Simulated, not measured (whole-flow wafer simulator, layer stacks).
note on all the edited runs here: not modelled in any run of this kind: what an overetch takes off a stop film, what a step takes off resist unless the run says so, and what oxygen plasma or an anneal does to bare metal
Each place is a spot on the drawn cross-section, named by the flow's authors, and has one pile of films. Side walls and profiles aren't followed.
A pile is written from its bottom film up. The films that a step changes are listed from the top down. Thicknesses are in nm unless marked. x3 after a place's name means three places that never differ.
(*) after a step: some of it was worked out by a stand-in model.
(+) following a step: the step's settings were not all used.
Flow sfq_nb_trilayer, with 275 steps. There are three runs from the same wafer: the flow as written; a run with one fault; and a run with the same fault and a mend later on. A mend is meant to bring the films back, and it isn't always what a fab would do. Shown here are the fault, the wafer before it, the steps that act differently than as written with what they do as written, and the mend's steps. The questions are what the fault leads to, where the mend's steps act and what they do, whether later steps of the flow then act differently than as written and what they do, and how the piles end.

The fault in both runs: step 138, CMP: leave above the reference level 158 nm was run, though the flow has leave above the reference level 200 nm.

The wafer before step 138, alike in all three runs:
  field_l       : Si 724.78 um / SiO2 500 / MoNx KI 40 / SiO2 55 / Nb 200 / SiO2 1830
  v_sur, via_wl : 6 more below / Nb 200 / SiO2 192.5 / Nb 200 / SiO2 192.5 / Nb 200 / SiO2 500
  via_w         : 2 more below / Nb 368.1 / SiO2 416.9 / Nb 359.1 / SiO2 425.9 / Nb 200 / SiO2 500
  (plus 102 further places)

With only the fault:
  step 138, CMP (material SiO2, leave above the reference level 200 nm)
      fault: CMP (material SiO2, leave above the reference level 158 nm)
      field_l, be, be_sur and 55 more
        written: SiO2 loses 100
        fault: SiO2 loses 142
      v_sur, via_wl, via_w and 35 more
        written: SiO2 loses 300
        fault: SiO2 loses 342
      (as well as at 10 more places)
  Steps further on in the flow that do not act as written (6 more steps, not shown, differ only slightly: by at most 2% or 0.5 nm, whichever is larger):
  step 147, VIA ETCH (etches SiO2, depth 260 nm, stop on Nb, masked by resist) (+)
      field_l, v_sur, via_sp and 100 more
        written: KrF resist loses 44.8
        fault: KrF resist loses 40.8
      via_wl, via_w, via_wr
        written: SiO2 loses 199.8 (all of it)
        fault: SiO2 loses 157.8 (all of it)
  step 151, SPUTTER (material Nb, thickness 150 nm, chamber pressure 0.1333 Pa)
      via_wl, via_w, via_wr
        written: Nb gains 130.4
        fault: Nb gains 135.3
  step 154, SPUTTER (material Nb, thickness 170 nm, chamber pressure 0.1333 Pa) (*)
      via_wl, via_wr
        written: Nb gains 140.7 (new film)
        fault: Nb gains 148 (new film)
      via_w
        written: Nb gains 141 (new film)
        fault: Nb gains 148.3 (new film)
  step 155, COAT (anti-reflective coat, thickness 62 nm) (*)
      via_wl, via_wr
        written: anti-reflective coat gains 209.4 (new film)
        fault: anti-reflective coat gains 169.5 (new film)
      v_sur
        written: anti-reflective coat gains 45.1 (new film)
        fault: anti-reflective coat gains 47 (new film)
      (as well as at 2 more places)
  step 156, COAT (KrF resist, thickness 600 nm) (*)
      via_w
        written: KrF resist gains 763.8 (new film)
        fault: KrF resist gains 723.9 (new film)
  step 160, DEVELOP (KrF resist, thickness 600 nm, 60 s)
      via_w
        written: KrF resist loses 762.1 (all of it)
        fault: KrF resist loses 722.3 (all of it)
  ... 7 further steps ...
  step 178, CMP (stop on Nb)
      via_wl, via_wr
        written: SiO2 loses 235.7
        fault: SiO2 loses 282.5
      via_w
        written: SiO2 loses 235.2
        fault: SiO2 loses 282
  By the end, the piles at v_sur, via_wl, via_w and 77 more depart from the flow's by more than 2% or 0.5 nm, whichever is larger.
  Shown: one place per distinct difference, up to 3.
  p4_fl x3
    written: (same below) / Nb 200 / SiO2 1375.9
    fault: (same below) / Nb 200 / SiO2 1333.9
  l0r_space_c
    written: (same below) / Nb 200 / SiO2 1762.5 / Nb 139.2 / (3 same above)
    fault: (same below) / Nb 200 / SiO2 1720.5 / Nb 139.2 / (3 same above)
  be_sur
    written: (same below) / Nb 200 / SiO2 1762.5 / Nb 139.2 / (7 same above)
    fault: (same below) / Nb 200 / SiO2 1720.5 / Nb 139.2 / (7 same above)

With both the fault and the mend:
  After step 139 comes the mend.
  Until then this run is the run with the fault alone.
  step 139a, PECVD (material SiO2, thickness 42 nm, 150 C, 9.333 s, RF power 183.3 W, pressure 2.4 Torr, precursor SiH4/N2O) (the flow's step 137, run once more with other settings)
      field_l, v_sur, via_wl and 103 more
        SiO2 gains 42
  None of the later steps of the flow differs from how it acts as written, at any place that is followed, by more than 2% or 0.5 nm, whichever is larger.
  The piles end only slightly different from the flow's at the places that both follow, by no more than 2% or 0.5 nm, whichever is larger.
